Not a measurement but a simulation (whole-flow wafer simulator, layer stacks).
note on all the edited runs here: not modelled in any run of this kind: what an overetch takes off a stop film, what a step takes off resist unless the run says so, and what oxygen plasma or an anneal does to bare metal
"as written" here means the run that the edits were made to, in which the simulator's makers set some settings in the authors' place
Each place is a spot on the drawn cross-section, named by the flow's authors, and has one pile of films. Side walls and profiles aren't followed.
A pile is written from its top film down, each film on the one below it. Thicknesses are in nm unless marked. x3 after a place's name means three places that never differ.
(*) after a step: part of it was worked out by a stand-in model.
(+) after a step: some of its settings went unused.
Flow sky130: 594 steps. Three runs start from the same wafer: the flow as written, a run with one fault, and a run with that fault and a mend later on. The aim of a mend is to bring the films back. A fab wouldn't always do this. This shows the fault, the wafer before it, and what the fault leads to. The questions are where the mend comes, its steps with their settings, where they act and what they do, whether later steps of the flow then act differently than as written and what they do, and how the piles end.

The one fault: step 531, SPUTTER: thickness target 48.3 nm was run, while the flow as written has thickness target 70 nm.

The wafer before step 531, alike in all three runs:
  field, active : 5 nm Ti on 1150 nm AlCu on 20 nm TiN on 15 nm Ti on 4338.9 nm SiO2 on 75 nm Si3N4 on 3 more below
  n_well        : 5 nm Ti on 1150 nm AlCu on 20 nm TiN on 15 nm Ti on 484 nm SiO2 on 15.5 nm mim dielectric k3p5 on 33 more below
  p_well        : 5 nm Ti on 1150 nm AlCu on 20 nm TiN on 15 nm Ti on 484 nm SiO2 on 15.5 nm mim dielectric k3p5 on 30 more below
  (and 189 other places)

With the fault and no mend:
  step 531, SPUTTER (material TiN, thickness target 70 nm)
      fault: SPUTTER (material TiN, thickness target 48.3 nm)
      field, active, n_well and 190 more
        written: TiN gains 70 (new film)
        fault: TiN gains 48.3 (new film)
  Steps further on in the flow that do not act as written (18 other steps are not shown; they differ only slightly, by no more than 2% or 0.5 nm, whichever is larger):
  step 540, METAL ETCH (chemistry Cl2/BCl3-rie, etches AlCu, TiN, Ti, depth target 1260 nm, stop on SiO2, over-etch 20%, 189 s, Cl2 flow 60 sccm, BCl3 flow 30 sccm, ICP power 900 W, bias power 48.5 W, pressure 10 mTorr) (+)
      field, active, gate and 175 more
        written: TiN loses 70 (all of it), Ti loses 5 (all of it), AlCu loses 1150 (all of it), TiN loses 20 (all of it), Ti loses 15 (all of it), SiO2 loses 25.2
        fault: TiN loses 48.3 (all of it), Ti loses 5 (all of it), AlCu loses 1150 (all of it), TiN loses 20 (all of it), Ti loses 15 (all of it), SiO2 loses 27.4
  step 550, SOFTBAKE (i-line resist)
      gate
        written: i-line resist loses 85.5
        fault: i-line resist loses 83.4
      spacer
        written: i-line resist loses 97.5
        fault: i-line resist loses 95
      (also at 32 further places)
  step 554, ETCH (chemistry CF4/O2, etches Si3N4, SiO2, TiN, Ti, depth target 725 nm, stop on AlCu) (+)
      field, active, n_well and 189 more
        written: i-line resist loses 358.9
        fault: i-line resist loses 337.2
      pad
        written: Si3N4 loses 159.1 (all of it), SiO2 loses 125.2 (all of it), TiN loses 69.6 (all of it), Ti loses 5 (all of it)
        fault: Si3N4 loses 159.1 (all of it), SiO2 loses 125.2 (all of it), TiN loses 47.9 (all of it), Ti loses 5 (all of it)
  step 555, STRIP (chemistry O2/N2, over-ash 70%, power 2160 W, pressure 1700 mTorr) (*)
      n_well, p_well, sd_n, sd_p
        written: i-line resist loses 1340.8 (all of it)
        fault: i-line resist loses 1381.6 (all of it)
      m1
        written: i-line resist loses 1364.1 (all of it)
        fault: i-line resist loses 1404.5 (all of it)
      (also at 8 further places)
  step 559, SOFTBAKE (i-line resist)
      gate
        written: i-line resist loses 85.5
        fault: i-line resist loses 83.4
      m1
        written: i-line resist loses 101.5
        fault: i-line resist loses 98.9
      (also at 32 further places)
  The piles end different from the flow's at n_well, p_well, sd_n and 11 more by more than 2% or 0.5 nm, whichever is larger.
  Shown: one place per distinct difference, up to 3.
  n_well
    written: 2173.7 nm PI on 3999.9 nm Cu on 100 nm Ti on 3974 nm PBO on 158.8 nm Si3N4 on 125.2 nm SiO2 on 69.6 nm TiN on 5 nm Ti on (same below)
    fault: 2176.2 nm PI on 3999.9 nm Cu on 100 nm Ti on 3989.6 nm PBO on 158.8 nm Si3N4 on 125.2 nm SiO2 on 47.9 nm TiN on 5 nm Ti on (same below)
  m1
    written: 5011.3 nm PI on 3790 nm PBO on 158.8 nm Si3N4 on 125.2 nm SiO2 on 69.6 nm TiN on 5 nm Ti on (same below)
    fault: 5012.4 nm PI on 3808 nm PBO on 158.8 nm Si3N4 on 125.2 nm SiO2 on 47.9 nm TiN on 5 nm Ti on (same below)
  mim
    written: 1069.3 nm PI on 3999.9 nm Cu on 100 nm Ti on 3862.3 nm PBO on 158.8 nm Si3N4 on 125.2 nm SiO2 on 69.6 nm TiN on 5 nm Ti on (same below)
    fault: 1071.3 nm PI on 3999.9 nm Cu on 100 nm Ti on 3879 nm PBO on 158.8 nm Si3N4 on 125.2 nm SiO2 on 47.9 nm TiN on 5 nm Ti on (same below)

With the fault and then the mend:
  The mend follows step 531.
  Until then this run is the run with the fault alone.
  step 531a, SPUTTER (material TiN, thickness target 21.7 nm) (a further turn of the flow's step 531, with different settings)
      field, active, n_well and 190 more
        TiN gains 21.7
  None of the later steps of the flow acts differently than as written at any place that is followed.
  By the end, the piles equal the flow's at every place that both follow.
